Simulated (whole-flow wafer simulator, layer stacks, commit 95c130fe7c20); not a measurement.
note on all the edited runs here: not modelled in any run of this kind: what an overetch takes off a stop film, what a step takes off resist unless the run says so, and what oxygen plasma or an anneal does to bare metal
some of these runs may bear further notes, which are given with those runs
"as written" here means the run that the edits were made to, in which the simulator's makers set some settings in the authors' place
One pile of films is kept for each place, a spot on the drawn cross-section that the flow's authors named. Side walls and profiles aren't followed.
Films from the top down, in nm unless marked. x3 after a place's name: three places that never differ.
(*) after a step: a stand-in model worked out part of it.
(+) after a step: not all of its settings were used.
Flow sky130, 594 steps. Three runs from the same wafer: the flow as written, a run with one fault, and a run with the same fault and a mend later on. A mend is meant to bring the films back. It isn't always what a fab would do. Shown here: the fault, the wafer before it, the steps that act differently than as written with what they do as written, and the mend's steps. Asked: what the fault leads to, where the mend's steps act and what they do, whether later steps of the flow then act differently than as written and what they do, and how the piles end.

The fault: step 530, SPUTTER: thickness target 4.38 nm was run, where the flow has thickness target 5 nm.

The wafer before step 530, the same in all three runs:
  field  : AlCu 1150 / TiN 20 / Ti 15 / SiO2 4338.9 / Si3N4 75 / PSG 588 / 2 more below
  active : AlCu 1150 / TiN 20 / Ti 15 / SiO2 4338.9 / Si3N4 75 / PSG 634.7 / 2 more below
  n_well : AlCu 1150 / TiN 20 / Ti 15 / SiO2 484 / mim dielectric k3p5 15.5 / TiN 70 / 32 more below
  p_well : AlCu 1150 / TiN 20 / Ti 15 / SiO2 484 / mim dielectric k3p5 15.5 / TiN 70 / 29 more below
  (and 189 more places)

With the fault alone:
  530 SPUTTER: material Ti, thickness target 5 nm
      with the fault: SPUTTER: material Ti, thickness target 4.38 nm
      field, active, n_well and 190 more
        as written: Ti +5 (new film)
        with the fault: Ti +4.38 (new film)
  Later steps of the flow that act differently than as written (19 more steps differ only slightly, by at most 2% or 0.5 nm, whichever is larger, and aren't shown):
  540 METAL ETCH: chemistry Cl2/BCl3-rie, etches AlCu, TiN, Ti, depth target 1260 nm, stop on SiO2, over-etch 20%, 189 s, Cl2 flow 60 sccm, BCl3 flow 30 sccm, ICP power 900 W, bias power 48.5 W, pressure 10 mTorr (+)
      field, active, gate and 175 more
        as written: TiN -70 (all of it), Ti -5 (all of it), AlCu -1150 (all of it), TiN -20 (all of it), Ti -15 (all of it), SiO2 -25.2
        with the fault: TiN -70 (all of it), Ti -4.38 (all of it), AlCu -1150 (all of it), TiN -20 (all of it), Ti -15 (all of it), SiO2 -25.3
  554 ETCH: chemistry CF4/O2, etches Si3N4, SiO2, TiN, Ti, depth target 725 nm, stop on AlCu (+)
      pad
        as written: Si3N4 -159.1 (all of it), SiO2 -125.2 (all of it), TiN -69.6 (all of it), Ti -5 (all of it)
        with the fault: Si3N4 -159.1 (all of it), SiO2 -125.2 (all of it), TiN -69.6 (all of it), Ti -4.38 (all of it)
  At the end the piles differ from the flow's by more than 2% or 0.5 nm, whichever is larger, at n_well, p_well, sd_n and 11 more.
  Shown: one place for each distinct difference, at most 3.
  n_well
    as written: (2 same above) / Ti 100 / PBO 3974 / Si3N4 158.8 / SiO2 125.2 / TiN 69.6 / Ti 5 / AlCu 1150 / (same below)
    with the fault: (2 same above) / Ti 100 / PBO 3974.5 / Si3N4 158.8 / SiO2 125.2 / TiN 69.6 / Ti 4.38 / AlCu 1150 / (same below)
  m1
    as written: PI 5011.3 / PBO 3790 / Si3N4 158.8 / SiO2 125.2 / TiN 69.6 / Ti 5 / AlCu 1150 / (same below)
    with the fault: PI 5011.3 / PBO 3790.5 / Si3N4 158.8 / SiO2 125.2 / TiN 69.6 / Ti 4.38 / AlCu 1150 / (same below)
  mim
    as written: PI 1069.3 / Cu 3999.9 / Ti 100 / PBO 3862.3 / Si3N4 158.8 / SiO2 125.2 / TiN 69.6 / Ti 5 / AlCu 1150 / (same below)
    with the fault: PI 1069.4 / Cu 3999.9 / Ti 100 / PBO 3862.8 / Si3N4 158.8 / SiO2 125.2 / TiN 69.6 / Ti 4.38 / AlCu 1150 / (same below)

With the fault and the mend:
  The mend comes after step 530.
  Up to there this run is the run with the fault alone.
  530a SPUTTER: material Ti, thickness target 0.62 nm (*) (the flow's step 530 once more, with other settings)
      field, active, n_well and 190 more
        Ti +0.62
  No later step of the flow acts differently than as written at any place that is followed.
  At the end the piles are the same as the flow's at every place that both follow.
